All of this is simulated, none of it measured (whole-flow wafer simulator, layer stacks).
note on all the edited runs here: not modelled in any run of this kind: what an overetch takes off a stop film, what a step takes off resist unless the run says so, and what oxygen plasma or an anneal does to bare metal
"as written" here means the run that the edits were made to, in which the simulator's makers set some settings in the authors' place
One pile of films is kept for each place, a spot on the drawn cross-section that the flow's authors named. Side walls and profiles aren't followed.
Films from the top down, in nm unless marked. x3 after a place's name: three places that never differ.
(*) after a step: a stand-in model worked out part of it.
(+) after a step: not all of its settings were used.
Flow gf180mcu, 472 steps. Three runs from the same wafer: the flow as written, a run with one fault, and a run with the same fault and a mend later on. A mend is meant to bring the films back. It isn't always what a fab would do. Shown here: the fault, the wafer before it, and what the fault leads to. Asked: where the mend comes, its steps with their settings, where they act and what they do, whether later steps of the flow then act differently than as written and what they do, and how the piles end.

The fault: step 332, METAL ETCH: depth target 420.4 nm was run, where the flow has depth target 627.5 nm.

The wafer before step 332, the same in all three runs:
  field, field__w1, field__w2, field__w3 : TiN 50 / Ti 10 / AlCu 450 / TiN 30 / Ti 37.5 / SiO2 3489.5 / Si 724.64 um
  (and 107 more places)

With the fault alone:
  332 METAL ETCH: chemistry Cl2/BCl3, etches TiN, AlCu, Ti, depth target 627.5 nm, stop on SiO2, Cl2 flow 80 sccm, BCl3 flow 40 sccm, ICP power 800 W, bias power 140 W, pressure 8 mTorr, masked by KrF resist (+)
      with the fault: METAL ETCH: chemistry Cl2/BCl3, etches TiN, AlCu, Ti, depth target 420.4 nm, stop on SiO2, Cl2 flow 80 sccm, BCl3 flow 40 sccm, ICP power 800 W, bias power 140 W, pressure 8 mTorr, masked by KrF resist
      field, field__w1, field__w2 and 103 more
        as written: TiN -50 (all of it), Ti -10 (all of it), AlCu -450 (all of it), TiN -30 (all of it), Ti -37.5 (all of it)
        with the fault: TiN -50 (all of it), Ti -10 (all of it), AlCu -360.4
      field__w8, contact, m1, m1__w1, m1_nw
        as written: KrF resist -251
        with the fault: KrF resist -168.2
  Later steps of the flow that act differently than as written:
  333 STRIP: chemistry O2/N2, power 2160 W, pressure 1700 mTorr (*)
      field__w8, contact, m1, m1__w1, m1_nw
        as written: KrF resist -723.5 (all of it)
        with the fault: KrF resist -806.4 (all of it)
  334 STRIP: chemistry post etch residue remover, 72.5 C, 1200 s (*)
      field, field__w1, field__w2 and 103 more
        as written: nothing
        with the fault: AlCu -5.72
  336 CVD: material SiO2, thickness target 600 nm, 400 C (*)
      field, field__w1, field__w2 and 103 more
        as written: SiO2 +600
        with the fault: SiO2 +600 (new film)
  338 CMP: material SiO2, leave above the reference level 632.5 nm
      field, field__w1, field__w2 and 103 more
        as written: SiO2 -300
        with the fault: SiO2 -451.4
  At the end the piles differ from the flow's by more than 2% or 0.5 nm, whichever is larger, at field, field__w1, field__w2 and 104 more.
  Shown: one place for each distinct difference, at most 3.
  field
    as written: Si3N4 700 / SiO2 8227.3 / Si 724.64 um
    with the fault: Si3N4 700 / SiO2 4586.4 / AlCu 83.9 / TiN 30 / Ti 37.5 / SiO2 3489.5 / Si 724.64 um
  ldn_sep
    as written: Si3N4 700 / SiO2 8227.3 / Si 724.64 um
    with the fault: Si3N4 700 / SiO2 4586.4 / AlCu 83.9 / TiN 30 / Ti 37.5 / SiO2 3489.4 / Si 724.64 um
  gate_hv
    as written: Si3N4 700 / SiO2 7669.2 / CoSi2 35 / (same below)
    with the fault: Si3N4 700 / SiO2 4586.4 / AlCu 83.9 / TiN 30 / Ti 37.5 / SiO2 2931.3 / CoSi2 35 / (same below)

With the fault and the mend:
  The mend comes after step 332.
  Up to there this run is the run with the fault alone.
  332a METAL ETCH: chemistry Cl2/BCl3, etches TiN, AlCu, Ti, depth target 207.1 nm, stop on SiO2, Cl2 flow 80 sccm, BCl3 flow 40 sccm, ICP power 800 W, bias power 140 W, pressure 8 mTorr, masked by KrF resist (+) (the flow's step 332 once more, with other settings)
      field, field__w1, field__w2 and 103 more
        AlCu -89.6 (all of it), TiN -30 (all of it), Ti -37.5 (all of it)
      field__w8, contact, m1, m1__w1, m1_nw
        KrF resist -82.8
  No later step of the flow acts differently than as written at any place that is followed.
  At the end the piles are the same as the flow's at every place that both follow.
